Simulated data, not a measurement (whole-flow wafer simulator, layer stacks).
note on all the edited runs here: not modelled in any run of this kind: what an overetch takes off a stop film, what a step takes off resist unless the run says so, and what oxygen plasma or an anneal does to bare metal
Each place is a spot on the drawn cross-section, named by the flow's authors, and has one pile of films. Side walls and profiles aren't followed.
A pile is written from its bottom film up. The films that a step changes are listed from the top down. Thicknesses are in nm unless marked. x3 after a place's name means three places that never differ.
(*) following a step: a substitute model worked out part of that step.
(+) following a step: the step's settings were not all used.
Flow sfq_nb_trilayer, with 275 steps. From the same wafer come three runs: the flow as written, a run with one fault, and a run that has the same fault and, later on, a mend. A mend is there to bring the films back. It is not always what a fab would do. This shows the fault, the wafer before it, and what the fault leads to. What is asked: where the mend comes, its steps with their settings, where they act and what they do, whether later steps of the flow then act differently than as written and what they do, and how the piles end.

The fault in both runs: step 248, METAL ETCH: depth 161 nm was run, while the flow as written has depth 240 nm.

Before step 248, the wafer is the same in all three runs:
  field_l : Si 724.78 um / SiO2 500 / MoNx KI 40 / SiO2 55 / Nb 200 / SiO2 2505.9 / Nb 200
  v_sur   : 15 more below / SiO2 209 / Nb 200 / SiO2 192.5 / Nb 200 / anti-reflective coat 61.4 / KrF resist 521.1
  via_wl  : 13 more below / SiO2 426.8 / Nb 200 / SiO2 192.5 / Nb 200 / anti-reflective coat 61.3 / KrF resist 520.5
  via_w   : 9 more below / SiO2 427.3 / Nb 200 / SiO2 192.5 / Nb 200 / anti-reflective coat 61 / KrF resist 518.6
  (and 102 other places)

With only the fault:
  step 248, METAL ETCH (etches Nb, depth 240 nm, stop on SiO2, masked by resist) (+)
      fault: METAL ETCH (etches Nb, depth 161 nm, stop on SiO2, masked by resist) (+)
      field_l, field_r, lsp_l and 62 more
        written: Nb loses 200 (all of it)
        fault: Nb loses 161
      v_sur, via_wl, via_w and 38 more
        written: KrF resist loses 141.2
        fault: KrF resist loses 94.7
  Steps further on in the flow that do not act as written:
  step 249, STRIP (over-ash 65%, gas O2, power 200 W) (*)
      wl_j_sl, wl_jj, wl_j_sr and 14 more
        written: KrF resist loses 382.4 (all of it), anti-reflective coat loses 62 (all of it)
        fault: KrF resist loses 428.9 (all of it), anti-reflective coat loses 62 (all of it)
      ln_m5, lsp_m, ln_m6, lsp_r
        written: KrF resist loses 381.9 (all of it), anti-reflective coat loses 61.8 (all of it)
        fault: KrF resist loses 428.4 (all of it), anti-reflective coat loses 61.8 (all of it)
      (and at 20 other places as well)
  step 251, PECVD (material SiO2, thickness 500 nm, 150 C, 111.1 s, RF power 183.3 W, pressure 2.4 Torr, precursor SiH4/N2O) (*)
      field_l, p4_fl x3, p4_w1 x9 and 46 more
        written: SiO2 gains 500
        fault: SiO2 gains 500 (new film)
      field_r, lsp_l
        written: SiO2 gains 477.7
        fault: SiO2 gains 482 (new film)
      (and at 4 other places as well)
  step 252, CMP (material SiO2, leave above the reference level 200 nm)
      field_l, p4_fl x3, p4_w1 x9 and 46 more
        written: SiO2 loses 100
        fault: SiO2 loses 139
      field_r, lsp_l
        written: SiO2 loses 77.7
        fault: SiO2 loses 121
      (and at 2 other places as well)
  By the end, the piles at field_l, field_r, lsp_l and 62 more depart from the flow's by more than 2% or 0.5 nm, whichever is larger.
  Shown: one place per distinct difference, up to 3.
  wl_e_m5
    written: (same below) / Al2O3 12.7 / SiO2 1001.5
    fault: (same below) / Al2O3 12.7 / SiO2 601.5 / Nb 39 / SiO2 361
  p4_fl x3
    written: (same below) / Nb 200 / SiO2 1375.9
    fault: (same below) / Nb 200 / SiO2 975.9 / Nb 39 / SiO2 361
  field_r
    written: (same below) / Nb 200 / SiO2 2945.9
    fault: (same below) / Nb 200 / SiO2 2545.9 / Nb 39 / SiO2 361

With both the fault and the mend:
  After step 248 comes the mend.
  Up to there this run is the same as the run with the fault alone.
  step 248a, METAL ETCH (etches Nb, depth 79 nm, stop on SiO2, masked by resist) (+) (the flow's step 248, run once more with other settings)
      field_l, field_r, lsp_l and 62 more
        Nb loses 39 (all of it)
      v_sur, via_wl, via_w and 38 more
        KrF resist loses 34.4
  Steps further on in the flow that do not act as written:
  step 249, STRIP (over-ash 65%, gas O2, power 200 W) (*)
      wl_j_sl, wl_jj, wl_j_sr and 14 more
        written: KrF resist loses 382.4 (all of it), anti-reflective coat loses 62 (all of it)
        mend: KrF resist loses 394.4 (all of it), anti-reflective coat loses 62 (all of it)
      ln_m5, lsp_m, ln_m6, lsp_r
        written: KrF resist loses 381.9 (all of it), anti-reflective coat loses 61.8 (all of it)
        mend: KrF resist loses 394 (all of it), anti-reflective coat loses 61.8 (all of it)
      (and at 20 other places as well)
  The piles end the same as the flow's at every place that both follow.
